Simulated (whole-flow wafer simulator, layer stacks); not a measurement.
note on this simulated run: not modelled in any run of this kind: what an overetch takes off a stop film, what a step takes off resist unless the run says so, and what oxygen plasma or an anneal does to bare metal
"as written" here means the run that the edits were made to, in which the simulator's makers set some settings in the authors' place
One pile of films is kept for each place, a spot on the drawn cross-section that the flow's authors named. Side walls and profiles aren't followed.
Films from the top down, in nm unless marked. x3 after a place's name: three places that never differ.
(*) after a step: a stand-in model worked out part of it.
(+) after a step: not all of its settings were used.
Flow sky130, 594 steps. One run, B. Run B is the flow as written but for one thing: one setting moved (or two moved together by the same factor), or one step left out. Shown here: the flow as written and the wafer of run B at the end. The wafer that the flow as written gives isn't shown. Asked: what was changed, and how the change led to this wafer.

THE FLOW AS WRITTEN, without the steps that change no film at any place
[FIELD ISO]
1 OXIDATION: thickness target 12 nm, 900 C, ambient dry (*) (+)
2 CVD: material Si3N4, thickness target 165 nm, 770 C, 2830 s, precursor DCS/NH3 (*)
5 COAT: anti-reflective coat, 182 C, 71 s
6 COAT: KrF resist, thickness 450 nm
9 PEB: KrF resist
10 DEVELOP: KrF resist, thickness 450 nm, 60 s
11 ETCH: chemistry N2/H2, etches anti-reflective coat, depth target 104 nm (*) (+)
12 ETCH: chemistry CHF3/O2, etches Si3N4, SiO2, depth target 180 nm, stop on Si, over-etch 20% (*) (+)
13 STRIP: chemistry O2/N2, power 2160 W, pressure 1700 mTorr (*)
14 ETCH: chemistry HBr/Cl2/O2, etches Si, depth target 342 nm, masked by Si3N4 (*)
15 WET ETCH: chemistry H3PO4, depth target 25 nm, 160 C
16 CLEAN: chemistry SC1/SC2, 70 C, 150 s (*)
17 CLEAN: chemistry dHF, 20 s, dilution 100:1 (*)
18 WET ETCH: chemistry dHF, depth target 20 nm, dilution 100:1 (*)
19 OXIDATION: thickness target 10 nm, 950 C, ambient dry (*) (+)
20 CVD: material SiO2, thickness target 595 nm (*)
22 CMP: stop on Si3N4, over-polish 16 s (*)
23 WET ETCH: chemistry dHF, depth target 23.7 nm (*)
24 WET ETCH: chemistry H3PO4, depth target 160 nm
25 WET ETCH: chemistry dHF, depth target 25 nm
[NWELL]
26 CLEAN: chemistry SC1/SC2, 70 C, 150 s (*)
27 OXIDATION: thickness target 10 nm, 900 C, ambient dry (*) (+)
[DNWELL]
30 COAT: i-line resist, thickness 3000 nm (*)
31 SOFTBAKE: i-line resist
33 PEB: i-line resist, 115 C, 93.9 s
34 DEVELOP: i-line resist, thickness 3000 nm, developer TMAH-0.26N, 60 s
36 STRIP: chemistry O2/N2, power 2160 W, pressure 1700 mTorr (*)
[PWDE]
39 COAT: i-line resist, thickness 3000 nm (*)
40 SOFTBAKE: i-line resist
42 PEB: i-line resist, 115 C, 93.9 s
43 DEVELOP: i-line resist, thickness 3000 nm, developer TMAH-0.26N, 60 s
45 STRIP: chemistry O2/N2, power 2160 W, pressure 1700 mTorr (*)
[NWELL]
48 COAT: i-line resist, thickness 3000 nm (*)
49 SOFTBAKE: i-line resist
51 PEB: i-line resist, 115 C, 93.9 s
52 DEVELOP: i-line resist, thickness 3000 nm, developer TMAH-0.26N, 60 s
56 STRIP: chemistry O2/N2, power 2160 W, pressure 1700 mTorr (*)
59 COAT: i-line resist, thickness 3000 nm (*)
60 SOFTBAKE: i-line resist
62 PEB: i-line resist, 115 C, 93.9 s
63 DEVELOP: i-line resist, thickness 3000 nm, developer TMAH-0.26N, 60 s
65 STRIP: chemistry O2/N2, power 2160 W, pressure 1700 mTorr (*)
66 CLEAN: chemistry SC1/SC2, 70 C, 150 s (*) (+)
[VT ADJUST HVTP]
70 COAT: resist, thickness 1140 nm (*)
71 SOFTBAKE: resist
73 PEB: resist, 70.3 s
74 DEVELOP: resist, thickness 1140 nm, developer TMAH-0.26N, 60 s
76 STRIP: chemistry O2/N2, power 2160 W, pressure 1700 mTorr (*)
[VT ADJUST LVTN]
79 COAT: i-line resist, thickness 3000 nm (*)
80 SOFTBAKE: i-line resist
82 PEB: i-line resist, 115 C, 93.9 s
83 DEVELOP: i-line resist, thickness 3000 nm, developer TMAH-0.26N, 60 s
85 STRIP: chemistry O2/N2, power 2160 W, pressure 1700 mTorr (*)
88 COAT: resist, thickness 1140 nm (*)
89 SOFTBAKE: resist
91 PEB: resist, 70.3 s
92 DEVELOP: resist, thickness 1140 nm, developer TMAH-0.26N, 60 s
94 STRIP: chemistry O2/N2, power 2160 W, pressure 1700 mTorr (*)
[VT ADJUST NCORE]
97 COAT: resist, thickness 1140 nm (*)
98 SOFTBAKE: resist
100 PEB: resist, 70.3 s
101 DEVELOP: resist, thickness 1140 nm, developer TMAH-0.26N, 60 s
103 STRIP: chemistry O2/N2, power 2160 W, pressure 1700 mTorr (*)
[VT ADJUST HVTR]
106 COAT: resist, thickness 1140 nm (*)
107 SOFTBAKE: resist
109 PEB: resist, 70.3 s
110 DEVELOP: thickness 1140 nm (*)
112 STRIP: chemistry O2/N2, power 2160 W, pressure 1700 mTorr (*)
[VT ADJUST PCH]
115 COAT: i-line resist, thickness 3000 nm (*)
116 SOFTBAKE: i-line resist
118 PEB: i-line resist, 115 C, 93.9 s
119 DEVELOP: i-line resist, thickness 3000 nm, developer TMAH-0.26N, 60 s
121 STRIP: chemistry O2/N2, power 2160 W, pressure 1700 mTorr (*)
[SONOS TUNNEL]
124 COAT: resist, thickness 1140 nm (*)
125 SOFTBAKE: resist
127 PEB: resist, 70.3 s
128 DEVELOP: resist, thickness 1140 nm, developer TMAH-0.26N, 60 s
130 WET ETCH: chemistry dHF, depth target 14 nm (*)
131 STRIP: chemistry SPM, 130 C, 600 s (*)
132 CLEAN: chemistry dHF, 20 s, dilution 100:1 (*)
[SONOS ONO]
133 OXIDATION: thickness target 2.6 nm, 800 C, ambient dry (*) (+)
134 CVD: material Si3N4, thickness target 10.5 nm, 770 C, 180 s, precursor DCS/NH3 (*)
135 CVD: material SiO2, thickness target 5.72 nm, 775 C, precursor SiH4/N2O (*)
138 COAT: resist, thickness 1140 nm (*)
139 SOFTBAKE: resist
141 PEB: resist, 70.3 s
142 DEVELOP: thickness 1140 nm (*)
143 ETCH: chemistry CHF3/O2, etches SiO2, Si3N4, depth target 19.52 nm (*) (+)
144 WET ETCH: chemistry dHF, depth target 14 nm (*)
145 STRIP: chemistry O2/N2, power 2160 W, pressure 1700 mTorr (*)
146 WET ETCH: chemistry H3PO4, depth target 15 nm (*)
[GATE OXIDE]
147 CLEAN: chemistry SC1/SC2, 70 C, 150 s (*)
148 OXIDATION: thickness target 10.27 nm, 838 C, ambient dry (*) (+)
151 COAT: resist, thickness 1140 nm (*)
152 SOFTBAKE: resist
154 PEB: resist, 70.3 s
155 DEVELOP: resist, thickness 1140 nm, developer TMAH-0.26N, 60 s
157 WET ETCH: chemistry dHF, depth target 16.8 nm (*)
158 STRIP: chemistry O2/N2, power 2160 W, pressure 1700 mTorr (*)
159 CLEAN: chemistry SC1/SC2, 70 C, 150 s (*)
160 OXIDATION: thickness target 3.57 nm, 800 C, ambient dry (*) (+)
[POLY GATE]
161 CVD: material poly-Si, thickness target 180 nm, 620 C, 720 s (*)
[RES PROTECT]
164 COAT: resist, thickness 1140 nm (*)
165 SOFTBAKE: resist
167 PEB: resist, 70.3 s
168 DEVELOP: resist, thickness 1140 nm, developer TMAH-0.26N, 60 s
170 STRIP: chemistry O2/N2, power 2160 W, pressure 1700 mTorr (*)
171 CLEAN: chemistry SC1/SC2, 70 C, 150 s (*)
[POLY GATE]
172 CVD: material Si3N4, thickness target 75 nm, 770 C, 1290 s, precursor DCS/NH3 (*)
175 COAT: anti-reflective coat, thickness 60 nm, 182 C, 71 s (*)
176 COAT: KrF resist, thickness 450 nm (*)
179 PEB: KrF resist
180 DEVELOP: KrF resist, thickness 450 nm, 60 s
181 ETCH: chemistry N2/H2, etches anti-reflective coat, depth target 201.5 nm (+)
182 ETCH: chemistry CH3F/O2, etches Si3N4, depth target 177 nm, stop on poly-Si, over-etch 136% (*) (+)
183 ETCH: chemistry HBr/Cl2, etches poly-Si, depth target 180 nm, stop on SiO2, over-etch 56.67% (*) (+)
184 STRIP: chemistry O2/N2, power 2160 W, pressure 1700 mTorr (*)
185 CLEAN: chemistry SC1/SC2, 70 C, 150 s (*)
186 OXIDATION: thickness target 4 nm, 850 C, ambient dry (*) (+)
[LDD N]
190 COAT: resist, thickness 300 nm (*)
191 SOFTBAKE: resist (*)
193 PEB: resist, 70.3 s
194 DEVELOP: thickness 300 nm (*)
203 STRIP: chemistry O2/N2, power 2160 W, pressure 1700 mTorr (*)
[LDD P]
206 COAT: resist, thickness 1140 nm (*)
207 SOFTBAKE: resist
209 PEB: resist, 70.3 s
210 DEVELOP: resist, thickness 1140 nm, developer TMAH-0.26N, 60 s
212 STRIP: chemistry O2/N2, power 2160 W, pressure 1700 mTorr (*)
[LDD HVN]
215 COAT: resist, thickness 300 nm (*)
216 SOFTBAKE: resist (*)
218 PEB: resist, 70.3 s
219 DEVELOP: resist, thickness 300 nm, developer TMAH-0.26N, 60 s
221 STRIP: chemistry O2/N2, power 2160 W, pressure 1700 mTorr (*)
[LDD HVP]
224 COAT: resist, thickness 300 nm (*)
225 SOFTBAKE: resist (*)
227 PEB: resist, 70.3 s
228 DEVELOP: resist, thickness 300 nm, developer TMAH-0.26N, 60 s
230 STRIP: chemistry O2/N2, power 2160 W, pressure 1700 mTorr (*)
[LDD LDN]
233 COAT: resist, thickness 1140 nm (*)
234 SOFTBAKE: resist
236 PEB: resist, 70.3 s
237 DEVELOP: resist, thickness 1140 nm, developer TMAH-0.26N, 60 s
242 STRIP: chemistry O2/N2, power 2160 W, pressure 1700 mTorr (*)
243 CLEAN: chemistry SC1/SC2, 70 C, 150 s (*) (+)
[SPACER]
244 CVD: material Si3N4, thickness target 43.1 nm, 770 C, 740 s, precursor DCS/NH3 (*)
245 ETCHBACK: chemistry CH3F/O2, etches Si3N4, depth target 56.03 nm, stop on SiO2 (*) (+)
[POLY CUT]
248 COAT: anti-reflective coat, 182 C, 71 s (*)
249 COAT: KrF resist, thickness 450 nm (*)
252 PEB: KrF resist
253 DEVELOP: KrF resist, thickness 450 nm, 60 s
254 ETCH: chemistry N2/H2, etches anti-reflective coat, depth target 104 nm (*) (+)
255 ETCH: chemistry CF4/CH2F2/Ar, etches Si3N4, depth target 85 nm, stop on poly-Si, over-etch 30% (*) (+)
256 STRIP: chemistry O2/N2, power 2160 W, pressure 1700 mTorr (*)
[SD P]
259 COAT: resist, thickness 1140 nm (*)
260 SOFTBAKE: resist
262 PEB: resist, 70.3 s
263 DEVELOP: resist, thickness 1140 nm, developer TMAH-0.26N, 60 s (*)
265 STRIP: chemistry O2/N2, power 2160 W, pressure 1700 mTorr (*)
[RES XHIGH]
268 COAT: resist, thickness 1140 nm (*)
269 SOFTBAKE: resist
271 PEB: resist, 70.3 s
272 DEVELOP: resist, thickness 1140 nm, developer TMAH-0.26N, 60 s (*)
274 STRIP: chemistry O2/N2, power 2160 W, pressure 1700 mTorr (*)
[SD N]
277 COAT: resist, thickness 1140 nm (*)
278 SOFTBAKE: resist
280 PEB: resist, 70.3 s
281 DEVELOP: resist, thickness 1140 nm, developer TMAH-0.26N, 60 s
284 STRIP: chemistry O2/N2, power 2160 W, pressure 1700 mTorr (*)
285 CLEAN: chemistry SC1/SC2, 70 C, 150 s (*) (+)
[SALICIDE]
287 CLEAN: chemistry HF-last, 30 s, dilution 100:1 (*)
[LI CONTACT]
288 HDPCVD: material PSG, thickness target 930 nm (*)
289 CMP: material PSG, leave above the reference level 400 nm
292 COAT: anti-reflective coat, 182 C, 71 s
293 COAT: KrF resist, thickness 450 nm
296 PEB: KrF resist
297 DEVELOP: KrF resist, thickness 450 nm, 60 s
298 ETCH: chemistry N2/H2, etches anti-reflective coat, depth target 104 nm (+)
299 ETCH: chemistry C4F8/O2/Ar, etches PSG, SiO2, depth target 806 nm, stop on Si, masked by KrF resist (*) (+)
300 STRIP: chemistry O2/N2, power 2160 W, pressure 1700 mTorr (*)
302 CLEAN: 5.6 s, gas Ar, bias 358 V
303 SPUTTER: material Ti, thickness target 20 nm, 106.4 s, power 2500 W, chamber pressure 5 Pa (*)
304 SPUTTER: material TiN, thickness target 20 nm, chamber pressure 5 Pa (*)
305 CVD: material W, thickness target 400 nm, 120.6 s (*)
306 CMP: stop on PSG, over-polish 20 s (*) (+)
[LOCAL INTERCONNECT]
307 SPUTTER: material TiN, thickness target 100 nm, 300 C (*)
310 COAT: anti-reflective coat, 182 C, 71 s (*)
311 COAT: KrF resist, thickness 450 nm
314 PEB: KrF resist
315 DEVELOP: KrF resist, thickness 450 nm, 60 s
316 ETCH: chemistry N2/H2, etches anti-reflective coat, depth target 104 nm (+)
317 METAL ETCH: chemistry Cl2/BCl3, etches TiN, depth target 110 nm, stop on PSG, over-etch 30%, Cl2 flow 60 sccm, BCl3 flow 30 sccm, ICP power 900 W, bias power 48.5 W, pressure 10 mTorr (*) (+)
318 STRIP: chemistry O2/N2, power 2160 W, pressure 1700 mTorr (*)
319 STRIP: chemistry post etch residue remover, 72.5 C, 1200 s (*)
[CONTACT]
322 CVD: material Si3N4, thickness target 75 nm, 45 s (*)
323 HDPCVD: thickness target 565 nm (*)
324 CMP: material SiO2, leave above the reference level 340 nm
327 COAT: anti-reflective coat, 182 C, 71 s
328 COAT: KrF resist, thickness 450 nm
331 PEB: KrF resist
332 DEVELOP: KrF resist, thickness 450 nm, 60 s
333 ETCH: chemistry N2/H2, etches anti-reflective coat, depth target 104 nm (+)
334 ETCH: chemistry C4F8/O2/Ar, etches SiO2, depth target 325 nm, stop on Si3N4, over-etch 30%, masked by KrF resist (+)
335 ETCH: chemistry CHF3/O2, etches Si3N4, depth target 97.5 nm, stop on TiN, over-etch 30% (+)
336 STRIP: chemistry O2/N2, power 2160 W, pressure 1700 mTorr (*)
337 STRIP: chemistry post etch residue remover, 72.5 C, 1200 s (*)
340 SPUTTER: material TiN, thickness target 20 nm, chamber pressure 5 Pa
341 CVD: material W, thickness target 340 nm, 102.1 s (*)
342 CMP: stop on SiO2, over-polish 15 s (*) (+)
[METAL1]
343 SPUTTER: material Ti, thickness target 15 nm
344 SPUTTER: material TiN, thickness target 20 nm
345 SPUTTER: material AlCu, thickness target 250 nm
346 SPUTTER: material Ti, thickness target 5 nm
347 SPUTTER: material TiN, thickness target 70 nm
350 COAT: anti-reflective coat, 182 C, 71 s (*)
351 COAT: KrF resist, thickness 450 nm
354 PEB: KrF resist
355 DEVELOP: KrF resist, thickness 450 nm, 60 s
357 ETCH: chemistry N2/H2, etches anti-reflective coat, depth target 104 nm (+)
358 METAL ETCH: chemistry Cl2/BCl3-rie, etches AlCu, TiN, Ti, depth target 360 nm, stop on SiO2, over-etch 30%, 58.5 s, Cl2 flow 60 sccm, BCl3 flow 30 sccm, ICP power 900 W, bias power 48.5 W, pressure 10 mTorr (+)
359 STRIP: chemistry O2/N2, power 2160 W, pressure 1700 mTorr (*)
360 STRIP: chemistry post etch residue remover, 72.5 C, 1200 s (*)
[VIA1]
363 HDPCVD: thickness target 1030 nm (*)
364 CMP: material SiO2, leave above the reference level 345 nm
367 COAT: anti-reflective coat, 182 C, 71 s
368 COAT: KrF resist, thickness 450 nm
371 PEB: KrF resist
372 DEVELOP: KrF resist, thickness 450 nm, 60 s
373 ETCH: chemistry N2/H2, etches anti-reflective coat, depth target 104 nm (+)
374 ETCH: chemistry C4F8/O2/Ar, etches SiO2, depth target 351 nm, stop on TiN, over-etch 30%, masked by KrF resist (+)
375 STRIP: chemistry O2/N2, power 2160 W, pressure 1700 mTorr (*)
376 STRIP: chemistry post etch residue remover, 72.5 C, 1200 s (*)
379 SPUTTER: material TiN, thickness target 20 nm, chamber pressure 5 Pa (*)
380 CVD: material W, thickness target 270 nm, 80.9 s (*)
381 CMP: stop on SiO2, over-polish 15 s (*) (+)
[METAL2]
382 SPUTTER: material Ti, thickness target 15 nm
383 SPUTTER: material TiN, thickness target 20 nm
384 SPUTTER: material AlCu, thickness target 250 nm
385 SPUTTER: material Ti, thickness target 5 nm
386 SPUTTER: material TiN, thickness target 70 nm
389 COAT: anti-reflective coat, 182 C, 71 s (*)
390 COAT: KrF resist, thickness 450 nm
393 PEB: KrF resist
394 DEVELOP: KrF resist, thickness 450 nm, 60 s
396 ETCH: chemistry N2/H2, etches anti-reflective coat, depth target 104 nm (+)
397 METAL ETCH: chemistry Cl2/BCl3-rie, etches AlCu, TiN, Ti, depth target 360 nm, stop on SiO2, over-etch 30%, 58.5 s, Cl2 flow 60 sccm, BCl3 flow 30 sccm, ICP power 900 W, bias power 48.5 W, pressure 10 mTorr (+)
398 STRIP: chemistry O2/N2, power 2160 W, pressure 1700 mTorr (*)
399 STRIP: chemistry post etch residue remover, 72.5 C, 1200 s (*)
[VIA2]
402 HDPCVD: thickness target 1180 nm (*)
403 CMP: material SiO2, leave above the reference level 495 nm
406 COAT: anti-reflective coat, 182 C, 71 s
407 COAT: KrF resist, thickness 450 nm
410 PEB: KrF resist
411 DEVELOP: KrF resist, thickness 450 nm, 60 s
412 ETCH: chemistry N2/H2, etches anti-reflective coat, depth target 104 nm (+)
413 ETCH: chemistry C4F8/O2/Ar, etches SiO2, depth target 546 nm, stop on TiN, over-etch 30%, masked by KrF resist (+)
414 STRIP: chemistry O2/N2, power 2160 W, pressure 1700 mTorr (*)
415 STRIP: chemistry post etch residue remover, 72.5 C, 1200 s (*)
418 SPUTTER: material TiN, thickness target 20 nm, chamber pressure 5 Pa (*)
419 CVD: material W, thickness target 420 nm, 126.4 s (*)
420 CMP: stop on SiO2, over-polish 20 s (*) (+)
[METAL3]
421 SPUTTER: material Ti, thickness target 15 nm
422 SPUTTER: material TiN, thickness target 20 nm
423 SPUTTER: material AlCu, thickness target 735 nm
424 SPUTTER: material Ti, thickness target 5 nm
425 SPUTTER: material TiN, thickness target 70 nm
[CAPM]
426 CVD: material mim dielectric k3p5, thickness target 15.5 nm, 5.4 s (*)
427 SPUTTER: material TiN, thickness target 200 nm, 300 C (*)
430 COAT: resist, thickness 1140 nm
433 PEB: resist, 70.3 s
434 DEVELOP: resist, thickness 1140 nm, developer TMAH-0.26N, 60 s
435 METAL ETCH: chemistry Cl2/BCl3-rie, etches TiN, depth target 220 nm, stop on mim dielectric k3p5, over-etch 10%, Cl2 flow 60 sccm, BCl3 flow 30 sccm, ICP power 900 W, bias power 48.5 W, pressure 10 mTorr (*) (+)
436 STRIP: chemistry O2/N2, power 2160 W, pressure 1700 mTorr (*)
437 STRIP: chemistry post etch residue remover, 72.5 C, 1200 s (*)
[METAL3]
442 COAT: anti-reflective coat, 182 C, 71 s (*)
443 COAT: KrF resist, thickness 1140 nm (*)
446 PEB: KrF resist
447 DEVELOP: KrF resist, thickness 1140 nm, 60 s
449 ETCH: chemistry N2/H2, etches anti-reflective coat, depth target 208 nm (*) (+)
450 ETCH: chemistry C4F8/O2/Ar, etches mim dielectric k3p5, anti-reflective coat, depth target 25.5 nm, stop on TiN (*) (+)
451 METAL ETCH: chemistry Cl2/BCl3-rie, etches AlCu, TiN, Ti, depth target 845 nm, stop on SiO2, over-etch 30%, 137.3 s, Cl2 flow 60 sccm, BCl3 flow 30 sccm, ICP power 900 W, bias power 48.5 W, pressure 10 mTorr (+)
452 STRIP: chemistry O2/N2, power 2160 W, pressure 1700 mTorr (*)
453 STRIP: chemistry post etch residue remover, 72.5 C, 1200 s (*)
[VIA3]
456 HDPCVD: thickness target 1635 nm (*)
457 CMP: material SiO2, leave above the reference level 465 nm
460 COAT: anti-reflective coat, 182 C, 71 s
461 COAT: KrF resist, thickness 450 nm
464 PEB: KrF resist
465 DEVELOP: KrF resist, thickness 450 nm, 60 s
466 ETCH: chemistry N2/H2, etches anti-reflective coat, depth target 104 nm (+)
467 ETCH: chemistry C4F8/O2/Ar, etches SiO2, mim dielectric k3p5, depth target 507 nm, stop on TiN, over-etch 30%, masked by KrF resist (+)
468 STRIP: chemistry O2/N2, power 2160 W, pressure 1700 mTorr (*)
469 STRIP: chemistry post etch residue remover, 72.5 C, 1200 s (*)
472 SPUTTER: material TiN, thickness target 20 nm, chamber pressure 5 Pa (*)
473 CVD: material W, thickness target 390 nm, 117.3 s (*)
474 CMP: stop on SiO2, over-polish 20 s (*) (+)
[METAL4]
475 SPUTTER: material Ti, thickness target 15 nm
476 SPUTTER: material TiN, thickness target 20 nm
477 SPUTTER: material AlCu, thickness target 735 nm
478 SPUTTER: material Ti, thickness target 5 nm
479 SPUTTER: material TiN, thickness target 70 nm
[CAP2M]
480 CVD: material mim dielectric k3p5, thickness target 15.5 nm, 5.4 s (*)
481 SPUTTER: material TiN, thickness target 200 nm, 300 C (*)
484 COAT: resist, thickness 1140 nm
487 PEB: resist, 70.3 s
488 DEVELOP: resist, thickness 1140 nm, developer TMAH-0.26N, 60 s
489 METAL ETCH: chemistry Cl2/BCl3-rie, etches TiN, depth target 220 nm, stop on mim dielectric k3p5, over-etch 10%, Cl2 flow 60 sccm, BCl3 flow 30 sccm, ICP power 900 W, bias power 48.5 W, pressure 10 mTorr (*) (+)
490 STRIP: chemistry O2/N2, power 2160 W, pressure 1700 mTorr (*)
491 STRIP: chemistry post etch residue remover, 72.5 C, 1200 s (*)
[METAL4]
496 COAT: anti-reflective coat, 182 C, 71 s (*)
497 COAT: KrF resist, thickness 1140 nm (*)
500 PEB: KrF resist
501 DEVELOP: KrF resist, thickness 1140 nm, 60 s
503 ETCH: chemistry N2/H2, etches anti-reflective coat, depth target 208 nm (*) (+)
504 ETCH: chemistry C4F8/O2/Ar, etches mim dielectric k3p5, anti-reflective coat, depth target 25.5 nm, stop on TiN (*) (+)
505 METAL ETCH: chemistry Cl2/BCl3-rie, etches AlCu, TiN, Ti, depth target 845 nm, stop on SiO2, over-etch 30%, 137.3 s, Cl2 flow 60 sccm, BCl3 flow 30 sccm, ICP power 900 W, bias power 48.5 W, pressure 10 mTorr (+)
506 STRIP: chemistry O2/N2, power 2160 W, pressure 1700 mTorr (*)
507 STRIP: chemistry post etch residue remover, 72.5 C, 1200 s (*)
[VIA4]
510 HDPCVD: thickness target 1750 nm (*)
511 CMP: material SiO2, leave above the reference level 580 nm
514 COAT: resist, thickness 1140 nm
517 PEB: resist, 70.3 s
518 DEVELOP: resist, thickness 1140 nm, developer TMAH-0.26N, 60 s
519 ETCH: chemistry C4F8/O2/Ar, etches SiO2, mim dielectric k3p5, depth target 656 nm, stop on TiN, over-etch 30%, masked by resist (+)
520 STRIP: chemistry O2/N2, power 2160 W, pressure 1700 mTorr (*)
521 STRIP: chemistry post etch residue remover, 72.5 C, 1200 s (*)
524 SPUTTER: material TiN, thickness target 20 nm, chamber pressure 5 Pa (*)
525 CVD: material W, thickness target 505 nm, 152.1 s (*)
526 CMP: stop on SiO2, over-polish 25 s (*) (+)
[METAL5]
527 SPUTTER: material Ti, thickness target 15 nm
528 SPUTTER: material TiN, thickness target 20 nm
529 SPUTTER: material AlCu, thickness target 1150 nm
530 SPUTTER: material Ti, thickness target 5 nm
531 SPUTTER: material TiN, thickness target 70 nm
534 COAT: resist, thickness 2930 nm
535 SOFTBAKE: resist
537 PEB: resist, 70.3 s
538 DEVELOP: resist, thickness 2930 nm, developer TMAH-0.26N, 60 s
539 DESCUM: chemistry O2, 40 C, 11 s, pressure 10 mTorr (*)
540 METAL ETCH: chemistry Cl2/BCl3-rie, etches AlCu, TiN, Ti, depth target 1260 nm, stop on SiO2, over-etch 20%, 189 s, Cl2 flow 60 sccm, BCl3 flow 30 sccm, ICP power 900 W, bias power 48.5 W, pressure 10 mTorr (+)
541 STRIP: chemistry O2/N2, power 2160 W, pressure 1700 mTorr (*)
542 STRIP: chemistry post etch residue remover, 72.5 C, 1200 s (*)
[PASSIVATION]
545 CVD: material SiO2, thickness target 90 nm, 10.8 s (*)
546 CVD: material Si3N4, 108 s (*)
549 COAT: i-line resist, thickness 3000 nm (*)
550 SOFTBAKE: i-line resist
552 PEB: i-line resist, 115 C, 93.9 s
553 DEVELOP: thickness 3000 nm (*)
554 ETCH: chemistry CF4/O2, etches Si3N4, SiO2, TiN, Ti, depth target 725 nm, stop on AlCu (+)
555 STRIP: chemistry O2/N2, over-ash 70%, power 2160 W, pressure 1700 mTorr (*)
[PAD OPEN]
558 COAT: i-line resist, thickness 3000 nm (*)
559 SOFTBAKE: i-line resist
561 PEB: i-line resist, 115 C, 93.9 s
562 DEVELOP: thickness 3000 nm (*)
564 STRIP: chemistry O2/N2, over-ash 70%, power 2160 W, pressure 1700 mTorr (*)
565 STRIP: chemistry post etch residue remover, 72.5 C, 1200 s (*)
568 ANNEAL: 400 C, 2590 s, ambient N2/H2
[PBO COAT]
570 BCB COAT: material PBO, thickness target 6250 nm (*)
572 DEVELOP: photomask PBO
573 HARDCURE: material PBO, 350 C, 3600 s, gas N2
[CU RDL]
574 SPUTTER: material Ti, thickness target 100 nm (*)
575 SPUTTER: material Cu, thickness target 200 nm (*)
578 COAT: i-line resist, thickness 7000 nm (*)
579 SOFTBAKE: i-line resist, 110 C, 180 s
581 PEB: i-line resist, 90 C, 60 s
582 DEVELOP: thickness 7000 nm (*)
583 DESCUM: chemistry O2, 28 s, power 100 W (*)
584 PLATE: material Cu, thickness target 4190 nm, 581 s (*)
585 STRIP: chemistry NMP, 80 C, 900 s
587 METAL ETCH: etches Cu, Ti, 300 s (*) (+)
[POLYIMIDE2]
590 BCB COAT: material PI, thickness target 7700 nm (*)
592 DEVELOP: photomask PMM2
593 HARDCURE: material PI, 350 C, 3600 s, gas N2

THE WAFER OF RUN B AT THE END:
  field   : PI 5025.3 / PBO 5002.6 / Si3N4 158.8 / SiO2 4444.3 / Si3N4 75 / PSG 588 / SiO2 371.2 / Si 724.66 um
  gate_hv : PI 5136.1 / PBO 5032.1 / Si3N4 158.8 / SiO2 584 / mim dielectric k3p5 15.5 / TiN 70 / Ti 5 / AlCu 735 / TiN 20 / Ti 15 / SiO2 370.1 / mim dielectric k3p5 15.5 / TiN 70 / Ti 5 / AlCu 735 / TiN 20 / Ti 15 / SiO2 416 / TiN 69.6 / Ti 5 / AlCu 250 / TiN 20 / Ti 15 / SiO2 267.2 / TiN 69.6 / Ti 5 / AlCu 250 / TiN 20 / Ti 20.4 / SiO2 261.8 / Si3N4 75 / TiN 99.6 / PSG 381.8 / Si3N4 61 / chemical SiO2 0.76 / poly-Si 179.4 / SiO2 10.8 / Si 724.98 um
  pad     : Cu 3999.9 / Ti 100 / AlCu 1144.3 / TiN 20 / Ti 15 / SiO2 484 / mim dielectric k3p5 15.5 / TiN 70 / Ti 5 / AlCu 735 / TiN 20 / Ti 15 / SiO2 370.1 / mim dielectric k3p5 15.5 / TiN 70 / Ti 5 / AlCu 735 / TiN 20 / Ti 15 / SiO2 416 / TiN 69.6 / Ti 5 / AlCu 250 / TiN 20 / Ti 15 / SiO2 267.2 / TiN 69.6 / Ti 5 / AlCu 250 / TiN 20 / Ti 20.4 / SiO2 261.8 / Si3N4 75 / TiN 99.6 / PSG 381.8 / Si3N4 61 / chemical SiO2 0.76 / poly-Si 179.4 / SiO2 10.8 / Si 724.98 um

The cause: step 343, SPUTTER: thickness target 20.4 nm was run, where the flow has thickness target 15 nm.
It can be read off the wafer: gate_hv has Ti 20.4, and step 343 as written asks for 15 nm.

How the change led to this, step by step:
  343 SPUTTER: material Ti, thickness target 15 nm
      field, active, n_well and 188 more: Ti +20.4 (new film) (as written it would be: Ti +15 (new film))
  358 METAL ETCH: chemistry Cl2/BCl3-rie, etches AlCu, TiN, Ti, depth target 360 nm, stop on SiO2, over-etch 30%, 58.5 s, Cl2 flow 60 sccm, BCl3 flow 30 sccm, ICP power 900 W, bias power 48.5 W, pressure 10 mTorr (+)
      field, active, gate and 81 more: TiN -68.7 (all of it), Ti -5 (all of it), AlCu -250 (all of it), TiN -20 (all of it), Ti -20.4 (all of it), SiO2 -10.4 (as written it would be: TiN -68.7 (all of it), Ti -5 (all of it), AlCu -250 (all of it), TiN -20 (all of it), Ti -15 (all of it), SiO2 -10.9)
